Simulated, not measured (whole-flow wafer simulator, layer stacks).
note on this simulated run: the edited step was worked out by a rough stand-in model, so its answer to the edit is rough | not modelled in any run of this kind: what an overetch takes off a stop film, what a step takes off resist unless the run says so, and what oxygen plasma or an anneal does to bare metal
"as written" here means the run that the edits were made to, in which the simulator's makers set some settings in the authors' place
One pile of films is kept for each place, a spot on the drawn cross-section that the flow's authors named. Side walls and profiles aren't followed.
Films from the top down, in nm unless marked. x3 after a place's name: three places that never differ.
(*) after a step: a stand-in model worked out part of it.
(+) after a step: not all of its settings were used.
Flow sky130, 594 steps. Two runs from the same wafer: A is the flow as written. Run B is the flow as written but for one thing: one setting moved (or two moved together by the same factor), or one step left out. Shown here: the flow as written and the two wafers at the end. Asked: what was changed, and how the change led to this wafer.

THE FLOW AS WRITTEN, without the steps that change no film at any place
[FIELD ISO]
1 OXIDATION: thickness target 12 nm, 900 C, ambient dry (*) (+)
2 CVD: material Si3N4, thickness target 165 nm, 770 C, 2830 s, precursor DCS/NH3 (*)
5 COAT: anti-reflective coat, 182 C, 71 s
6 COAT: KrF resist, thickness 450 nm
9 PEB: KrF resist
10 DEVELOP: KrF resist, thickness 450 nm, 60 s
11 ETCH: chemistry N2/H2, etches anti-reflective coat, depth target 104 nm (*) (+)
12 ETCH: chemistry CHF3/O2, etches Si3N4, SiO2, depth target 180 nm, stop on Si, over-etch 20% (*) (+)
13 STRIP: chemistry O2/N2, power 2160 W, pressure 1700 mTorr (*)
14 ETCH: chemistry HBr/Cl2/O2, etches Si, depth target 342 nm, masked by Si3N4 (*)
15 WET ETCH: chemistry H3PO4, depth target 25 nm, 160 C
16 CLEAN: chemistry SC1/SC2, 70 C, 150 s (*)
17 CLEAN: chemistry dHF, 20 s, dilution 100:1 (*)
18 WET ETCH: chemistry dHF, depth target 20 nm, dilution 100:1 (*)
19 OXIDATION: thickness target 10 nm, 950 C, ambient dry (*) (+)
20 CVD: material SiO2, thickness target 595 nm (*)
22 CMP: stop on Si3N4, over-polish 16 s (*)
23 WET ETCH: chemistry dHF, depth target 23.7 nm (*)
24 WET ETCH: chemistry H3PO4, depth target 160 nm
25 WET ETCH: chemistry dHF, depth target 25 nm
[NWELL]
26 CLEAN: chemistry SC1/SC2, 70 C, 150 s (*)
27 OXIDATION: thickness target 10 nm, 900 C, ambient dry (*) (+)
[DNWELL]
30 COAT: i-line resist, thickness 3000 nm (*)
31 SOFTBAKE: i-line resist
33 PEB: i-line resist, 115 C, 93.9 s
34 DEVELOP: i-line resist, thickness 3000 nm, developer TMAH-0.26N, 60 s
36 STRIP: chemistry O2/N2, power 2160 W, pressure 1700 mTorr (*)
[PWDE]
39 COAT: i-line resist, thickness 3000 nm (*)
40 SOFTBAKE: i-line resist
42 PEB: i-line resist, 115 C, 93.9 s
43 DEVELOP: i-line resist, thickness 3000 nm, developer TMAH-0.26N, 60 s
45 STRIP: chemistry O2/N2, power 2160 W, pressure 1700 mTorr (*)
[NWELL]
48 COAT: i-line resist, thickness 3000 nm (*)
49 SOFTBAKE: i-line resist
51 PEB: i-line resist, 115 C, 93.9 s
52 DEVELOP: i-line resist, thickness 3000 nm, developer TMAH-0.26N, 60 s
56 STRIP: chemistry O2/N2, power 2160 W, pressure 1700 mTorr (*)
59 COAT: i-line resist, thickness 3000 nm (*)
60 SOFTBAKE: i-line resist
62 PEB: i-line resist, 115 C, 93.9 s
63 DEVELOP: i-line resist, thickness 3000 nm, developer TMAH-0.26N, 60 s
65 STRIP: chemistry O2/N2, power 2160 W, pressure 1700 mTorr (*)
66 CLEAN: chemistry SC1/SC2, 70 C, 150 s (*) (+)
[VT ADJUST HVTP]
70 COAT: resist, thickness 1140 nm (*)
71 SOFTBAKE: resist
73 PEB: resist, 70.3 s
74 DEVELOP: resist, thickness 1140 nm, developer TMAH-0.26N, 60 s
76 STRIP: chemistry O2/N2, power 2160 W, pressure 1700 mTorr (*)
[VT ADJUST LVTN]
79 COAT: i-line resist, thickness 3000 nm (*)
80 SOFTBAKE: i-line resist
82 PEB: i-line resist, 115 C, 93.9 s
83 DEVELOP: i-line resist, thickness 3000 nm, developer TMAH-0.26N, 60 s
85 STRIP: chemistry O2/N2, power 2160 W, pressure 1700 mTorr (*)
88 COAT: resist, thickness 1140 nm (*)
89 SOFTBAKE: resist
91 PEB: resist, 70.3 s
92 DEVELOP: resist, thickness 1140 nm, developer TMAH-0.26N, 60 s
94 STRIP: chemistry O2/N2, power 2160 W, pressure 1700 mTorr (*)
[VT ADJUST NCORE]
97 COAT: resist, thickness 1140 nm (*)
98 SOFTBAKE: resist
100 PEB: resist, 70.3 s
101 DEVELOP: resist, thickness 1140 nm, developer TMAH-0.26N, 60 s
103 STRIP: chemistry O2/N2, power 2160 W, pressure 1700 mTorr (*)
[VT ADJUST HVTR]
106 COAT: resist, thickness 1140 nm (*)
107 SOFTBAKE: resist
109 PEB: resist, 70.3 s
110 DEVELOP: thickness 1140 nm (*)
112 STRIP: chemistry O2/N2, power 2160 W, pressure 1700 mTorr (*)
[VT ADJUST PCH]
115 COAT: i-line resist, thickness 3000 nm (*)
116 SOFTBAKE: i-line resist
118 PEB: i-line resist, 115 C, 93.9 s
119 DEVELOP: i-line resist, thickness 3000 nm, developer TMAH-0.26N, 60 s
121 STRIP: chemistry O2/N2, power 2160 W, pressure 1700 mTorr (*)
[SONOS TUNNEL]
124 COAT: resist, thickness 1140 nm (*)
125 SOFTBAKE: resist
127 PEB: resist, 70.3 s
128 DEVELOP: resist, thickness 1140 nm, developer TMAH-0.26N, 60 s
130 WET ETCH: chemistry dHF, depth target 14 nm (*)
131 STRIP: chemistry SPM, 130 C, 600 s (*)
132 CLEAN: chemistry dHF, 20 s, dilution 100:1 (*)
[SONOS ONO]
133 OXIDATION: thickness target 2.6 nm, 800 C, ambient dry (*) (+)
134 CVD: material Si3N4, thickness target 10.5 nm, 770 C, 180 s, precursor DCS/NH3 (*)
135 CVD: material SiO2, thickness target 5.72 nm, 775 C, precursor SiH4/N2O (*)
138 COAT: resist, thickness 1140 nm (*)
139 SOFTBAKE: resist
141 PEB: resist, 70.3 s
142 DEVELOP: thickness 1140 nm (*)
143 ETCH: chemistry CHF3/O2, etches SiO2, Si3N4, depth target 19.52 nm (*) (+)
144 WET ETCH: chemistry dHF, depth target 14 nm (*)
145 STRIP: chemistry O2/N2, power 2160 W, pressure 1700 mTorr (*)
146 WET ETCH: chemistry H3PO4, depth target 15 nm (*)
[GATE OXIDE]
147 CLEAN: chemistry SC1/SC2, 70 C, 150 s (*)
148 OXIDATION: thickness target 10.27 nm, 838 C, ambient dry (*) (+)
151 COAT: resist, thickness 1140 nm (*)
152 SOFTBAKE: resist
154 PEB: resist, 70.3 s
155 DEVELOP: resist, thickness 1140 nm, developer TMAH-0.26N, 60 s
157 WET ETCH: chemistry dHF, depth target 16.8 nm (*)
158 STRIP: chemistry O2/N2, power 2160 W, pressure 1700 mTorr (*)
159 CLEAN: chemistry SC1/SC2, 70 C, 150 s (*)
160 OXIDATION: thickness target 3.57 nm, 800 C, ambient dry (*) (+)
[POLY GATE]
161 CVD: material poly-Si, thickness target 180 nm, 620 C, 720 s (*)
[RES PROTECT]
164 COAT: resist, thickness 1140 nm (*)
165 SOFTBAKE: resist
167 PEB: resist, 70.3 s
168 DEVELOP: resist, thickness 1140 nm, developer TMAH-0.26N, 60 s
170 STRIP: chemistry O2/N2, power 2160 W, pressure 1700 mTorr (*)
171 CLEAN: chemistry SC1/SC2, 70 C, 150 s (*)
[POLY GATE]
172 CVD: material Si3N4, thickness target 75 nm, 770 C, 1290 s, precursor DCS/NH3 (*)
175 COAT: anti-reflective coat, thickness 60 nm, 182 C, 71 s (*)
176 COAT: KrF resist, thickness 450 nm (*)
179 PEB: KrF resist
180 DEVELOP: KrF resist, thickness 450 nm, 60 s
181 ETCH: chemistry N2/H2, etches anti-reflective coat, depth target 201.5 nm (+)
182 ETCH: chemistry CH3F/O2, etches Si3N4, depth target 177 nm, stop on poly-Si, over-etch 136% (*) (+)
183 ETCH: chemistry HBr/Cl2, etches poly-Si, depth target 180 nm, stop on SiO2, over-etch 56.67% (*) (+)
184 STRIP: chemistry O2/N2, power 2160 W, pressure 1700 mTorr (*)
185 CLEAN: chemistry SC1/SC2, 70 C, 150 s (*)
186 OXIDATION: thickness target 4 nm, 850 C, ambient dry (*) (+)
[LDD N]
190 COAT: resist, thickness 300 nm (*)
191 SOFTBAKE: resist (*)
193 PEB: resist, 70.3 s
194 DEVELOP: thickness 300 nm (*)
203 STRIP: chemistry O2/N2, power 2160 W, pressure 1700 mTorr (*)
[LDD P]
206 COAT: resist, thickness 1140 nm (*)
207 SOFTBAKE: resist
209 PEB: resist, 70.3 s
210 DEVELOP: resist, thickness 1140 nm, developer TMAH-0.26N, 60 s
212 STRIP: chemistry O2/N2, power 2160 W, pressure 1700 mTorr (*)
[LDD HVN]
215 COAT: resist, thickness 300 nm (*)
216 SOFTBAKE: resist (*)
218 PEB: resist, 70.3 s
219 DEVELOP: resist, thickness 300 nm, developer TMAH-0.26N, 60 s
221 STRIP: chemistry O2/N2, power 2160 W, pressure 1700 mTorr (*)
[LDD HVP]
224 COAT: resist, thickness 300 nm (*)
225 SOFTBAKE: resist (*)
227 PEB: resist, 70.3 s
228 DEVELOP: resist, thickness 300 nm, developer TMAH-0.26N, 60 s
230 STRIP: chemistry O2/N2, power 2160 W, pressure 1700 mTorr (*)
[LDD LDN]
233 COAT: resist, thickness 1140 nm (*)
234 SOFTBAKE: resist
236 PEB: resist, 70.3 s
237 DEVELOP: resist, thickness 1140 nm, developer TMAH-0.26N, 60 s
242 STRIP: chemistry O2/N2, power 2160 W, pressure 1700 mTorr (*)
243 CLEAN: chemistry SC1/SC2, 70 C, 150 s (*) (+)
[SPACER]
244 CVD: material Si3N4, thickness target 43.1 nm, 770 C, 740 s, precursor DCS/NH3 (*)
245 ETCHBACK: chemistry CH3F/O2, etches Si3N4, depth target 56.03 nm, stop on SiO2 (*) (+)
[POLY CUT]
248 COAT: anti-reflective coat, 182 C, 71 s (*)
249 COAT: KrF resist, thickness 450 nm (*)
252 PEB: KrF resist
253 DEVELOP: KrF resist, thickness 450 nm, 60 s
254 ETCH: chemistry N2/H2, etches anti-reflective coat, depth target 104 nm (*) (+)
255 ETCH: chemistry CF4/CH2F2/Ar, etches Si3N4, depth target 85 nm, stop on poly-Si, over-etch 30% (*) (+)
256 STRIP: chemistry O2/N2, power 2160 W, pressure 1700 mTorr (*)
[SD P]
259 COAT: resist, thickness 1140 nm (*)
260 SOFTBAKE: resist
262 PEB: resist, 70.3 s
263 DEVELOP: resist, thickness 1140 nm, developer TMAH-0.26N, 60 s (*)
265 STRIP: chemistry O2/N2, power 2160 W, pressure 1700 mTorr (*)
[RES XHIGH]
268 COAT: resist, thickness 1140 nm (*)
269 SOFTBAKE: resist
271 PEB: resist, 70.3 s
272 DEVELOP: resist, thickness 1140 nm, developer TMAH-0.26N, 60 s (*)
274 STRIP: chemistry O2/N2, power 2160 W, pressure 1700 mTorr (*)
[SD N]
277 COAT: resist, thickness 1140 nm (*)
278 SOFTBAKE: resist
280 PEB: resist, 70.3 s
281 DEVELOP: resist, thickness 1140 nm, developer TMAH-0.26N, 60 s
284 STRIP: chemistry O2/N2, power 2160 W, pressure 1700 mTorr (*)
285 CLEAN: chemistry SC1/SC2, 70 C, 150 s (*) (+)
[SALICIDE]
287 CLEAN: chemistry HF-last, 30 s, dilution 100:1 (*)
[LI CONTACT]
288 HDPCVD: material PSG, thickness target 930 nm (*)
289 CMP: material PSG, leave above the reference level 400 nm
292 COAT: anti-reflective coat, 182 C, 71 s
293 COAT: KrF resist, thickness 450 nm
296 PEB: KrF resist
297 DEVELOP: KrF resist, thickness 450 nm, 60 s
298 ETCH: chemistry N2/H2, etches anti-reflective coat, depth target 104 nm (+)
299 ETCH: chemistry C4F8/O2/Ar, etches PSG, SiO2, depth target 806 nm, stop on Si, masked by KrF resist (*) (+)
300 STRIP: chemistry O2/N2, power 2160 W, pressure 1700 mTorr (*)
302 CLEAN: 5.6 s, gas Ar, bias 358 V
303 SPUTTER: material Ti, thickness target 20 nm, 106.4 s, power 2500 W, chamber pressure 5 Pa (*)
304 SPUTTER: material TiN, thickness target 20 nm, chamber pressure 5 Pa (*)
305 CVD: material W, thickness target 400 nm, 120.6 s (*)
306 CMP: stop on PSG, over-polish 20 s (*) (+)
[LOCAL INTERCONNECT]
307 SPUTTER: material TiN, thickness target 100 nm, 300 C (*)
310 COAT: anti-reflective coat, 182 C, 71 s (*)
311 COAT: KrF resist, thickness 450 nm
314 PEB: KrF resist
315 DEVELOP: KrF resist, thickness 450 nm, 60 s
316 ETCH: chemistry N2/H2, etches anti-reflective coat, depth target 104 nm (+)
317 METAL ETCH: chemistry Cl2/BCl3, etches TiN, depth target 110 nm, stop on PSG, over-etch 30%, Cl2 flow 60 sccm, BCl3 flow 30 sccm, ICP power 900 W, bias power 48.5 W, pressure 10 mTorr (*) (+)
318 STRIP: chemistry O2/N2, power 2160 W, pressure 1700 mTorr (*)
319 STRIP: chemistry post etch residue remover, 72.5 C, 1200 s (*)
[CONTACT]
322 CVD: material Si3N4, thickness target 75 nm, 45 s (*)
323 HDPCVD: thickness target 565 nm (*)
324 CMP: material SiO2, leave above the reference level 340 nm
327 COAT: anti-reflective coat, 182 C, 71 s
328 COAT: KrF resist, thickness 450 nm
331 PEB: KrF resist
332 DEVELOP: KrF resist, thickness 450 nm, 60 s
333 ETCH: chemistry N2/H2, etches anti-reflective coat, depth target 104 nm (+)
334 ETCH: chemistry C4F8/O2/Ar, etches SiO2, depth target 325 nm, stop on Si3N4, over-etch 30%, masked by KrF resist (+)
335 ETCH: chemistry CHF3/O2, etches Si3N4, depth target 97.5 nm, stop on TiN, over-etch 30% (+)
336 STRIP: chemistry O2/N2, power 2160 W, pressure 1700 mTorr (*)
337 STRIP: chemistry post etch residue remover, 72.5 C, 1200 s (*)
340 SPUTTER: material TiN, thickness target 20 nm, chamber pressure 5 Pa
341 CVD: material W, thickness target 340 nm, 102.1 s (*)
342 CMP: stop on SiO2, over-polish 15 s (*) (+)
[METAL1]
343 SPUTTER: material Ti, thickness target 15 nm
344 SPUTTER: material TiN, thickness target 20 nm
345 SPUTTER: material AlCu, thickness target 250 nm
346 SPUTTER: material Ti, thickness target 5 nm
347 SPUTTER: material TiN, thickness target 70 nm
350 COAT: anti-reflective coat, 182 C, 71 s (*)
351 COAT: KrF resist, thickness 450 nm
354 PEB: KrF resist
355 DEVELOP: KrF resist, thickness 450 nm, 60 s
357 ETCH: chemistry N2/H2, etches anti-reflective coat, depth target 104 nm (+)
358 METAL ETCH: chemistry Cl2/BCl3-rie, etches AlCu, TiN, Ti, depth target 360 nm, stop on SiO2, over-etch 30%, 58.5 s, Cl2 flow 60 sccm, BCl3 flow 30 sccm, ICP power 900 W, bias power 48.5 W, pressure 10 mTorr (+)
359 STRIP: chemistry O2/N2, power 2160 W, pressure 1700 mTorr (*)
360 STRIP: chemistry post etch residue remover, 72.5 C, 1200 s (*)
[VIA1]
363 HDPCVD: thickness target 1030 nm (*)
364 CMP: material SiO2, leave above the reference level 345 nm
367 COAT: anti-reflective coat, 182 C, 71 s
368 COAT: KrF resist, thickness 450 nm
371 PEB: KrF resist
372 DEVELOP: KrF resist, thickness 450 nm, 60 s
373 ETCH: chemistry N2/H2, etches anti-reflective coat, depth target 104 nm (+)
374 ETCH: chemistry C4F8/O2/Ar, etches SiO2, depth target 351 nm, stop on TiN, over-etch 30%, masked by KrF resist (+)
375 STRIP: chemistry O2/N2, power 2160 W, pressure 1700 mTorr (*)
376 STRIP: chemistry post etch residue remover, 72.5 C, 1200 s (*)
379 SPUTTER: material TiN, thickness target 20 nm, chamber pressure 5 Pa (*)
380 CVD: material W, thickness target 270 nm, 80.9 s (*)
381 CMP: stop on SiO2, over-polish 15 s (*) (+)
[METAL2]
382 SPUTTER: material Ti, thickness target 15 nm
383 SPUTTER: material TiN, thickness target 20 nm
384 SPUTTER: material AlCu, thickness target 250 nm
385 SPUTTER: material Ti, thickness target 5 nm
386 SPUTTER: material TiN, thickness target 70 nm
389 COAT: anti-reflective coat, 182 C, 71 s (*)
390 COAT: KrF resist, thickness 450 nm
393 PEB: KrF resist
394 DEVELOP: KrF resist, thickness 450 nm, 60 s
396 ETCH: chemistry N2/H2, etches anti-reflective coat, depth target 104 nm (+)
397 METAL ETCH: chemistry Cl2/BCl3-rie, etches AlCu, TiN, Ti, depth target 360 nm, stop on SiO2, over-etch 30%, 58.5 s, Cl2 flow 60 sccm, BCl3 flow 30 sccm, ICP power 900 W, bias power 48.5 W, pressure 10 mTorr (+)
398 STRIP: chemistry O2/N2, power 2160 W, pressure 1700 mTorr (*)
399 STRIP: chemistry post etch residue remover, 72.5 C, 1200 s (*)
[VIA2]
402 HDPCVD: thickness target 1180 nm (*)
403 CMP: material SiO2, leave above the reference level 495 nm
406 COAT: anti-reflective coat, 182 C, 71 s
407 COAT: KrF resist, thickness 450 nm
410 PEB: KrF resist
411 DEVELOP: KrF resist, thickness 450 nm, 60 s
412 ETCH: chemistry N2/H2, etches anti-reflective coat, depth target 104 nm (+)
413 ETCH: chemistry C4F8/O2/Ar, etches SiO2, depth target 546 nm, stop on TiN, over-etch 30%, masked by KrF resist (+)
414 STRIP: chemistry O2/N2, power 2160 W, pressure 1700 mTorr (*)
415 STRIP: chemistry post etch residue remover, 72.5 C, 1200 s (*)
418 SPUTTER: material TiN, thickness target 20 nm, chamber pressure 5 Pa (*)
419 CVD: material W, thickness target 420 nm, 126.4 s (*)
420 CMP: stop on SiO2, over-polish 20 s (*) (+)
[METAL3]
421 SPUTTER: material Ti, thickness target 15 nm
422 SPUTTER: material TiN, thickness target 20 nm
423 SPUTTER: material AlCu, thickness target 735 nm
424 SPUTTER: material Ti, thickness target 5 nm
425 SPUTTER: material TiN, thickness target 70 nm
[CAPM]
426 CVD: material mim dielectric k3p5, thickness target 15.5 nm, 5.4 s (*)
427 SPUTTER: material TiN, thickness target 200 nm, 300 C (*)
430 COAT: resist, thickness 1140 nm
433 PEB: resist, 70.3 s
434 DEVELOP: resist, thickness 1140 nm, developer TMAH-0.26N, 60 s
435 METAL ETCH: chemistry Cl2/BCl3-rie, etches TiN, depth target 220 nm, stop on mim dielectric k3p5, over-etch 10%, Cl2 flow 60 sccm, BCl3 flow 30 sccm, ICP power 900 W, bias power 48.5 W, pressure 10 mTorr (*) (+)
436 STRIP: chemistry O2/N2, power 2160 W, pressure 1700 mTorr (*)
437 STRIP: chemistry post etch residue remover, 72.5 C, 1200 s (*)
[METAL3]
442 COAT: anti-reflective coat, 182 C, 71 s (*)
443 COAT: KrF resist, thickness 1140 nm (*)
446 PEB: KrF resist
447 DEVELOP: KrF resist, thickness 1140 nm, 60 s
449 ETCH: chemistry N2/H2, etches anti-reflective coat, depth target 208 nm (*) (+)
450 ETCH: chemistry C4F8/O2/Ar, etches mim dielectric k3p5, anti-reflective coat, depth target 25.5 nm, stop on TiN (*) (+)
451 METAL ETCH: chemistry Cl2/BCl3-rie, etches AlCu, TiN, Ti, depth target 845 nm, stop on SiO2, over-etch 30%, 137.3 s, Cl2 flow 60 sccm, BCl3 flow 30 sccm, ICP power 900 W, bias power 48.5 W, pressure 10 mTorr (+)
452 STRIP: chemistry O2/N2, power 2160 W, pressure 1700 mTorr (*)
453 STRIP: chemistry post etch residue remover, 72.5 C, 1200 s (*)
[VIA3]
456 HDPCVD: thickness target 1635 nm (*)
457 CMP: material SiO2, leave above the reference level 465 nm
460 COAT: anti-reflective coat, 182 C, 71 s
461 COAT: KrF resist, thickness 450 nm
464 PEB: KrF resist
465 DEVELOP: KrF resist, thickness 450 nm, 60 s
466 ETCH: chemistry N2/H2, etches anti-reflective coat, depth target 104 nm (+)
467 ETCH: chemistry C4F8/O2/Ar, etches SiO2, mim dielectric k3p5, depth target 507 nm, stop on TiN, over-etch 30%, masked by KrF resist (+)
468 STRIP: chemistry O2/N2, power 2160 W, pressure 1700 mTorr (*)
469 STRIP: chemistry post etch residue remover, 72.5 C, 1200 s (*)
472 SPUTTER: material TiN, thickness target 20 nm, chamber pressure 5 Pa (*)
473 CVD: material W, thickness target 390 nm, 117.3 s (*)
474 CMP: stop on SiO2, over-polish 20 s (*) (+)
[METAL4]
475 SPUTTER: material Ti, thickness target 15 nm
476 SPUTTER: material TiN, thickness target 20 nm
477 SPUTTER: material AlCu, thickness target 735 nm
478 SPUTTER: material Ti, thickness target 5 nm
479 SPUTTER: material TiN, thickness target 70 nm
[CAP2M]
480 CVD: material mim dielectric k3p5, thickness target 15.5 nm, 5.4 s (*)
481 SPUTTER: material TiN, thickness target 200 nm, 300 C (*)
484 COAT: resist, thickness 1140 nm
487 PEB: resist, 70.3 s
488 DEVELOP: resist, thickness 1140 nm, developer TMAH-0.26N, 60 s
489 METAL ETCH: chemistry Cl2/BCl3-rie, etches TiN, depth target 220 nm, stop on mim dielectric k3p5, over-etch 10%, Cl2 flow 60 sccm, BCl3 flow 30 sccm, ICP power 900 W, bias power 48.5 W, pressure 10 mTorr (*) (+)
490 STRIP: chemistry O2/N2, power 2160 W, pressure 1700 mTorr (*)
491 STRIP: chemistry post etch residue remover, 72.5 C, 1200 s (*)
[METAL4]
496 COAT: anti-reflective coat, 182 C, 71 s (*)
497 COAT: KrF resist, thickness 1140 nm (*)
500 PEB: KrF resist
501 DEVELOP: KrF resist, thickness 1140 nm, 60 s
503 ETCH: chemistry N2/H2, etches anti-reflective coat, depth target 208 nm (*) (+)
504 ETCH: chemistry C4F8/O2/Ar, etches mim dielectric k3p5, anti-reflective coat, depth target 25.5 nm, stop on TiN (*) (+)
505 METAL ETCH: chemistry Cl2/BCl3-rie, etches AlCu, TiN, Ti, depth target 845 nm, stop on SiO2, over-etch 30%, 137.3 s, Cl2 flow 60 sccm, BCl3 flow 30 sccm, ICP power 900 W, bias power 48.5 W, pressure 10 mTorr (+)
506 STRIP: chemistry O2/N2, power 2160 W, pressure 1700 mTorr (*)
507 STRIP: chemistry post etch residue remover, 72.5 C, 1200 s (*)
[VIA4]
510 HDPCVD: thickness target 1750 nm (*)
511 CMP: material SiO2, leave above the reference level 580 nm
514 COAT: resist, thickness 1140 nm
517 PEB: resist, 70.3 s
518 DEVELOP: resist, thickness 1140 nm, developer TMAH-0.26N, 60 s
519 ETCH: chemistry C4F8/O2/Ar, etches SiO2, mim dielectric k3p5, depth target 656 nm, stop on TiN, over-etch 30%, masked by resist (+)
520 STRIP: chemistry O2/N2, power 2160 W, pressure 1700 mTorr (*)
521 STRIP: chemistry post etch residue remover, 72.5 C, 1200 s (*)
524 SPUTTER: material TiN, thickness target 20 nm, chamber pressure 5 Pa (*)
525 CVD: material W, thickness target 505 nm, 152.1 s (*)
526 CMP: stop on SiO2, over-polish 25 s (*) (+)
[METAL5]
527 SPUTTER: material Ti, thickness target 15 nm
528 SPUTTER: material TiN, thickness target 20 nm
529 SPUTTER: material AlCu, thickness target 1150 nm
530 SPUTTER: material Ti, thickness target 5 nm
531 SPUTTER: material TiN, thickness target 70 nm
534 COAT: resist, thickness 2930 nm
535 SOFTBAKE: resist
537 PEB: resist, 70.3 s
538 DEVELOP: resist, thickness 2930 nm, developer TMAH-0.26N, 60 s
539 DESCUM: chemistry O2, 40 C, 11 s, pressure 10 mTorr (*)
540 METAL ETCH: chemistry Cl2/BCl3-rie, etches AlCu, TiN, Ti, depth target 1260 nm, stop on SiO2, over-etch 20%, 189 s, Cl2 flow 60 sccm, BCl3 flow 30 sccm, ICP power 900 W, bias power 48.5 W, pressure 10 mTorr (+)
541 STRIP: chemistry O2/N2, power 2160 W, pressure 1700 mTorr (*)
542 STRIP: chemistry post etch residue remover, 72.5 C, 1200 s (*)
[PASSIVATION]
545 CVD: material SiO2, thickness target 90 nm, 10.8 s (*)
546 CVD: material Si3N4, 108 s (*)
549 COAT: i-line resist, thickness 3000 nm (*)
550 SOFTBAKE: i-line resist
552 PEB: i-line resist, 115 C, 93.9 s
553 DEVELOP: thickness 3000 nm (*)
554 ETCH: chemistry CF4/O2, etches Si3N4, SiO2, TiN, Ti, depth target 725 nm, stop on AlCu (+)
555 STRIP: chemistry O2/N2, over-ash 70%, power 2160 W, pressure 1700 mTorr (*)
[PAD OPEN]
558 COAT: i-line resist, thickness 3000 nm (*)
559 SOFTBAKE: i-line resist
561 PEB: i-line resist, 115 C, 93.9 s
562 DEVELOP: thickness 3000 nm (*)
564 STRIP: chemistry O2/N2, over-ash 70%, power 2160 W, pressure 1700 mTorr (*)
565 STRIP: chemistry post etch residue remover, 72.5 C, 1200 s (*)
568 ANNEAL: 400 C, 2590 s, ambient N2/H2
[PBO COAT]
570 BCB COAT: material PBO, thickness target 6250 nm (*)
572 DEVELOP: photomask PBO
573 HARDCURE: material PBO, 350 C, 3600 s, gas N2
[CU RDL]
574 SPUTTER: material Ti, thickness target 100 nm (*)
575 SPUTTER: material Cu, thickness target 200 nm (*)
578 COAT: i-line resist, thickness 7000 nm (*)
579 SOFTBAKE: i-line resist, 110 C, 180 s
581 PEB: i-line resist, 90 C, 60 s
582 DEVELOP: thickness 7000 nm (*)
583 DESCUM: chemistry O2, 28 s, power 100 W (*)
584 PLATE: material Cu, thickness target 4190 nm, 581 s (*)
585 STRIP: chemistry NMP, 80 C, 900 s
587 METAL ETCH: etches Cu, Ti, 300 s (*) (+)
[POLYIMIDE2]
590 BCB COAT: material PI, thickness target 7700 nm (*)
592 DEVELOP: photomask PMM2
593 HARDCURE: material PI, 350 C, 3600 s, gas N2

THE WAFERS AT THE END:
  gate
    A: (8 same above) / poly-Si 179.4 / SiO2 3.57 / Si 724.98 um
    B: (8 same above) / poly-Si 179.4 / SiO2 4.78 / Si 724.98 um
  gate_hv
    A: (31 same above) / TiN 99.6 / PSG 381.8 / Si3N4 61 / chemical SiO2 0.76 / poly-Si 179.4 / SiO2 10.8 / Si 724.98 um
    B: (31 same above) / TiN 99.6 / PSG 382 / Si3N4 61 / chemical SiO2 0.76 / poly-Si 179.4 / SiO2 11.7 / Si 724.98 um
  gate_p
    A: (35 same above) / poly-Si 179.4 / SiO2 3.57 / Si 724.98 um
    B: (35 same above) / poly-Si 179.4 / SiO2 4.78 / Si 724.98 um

The cause: step 160, OXIDATION: thickness target 4.78 nm was run, where the flow has thickness target 3.57 nm.
It can be read off the wafer: gate has SiO2 4.78, and step 160 as written asks for 3.57 nm.

How the change led to this, step by step:
  160 OXIDATION: thickness target 3.57 nm, 800 C, ambient dry (*) (+)
      active, n_well, p_well and 58 more: A SiO2 +3.57 (new film), chemical SiO2 -0.76 (all of it), Si -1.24 | B SiO2 +4.78 (new film), chemical SiO2 -0.76 (all of it), Si -1.77
      gate_hv, m1, pad and 37 more: A SiO2 +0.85, Si -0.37 | B SiO2 +1.82, Si -0.8
  248 COAT: anti-reflective coat, 182 C, 71 s (*)
      field: A anti-reflective coat +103 (new film) | B anti-reflective coat +106.2 (new film)
      poly_endcap_nw: A anti-reflective coat +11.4 (new film) | B anti-reflective coat +12.1 (new film)
  256 STRIP: chemistry O2/N2, power 2160 W, pressure 1700 mTorr (*)
      field: A KrF resist -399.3 (all of it), anti-reflective coat -103 (all of it) | B KrF resist -397.4 (all of it), anti-reflective coat -106.2 (all of it)
      poly_endcap_nw: A KrF resist -294.6 (all of it), anti-reflective coat -11.4 (all of it) | B KrF resist -294.7 (all of it), anti-reflective coat -12.1 (all of it)
  299 ETCH: chemistry C4F8/O2/Ar, etches PSG, SiO2, depth target 806 nm, stop on Si, masked by KrF resist (*) (+)
      contact, ndiff_licon, ndiff_licon_cpp: A PSG -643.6 (all of it), SiO2 -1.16 (all of it) | B PSG -643.7 (all of it), SiO2 -2.16 (all of it)
